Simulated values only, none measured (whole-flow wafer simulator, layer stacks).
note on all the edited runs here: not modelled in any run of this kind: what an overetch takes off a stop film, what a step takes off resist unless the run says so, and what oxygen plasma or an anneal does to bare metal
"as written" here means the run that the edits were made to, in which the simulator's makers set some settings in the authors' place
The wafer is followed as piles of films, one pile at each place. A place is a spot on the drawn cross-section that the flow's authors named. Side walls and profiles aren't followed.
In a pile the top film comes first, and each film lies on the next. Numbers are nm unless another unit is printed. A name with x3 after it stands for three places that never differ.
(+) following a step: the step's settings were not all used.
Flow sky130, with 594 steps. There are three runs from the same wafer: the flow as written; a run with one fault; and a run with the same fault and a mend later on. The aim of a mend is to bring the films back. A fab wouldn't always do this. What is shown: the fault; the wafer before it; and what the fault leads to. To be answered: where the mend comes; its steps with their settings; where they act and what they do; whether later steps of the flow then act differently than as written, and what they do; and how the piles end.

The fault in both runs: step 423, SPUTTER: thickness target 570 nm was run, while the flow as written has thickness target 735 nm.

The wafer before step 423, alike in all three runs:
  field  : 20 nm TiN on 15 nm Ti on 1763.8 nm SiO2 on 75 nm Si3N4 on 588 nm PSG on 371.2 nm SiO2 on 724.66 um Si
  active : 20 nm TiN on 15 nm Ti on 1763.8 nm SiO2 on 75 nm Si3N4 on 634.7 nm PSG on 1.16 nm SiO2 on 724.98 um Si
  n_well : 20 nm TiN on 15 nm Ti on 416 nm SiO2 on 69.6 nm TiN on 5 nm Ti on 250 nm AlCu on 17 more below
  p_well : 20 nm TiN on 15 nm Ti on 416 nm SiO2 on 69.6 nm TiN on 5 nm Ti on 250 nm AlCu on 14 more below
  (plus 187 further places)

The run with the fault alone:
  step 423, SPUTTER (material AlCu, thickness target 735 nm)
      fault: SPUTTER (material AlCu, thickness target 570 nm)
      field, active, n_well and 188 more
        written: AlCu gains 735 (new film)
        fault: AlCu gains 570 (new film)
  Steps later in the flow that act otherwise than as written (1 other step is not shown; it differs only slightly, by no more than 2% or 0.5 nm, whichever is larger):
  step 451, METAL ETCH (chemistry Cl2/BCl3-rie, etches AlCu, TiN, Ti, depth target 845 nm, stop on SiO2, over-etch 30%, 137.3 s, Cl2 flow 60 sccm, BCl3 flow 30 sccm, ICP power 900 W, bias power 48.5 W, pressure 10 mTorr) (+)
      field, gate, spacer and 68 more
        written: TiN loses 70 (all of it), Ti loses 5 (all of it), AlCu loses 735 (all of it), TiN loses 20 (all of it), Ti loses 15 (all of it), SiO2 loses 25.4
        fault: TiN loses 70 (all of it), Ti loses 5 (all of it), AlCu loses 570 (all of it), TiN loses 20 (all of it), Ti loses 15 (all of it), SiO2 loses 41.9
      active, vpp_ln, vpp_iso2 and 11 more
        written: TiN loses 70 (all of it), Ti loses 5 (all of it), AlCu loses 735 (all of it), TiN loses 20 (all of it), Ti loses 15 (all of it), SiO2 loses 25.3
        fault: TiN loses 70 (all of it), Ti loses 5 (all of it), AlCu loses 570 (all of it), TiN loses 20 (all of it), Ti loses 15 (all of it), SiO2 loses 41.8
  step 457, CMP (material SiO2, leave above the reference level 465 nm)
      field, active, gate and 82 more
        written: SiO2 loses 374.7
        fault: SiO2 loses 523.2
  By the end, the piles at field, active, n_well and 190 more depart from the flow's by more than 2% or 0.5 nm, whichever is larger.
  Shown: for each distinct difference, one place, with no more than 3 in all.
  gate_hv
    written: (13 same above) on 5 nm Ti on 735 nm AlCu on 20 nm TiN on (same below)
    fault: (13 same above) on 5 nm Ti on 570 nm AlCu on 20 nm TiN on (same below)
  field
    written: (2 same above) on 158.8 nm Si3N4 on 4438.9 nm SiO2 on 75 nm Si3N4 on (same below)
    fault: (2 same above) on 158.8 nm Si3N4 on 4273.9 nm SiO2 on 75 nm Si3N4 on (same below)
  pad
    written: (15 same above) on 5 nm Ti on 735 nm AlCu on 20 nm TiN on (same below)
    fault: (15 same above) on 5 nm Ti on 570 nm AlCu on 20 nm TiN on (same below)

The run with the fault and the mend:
  The mend follows step 423.
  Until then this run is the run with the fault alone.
  step 423a, SPUTTER (material AlCu, thickness target 165 nm) (the flow's step 423, run once more with other settings)
      field, active, n_well and 188 more
        AlCu gains 165
  Every later step of the flow that is run acts as written at every place that is followed.
  At every place that both follow, the piles at the end match the flow's.
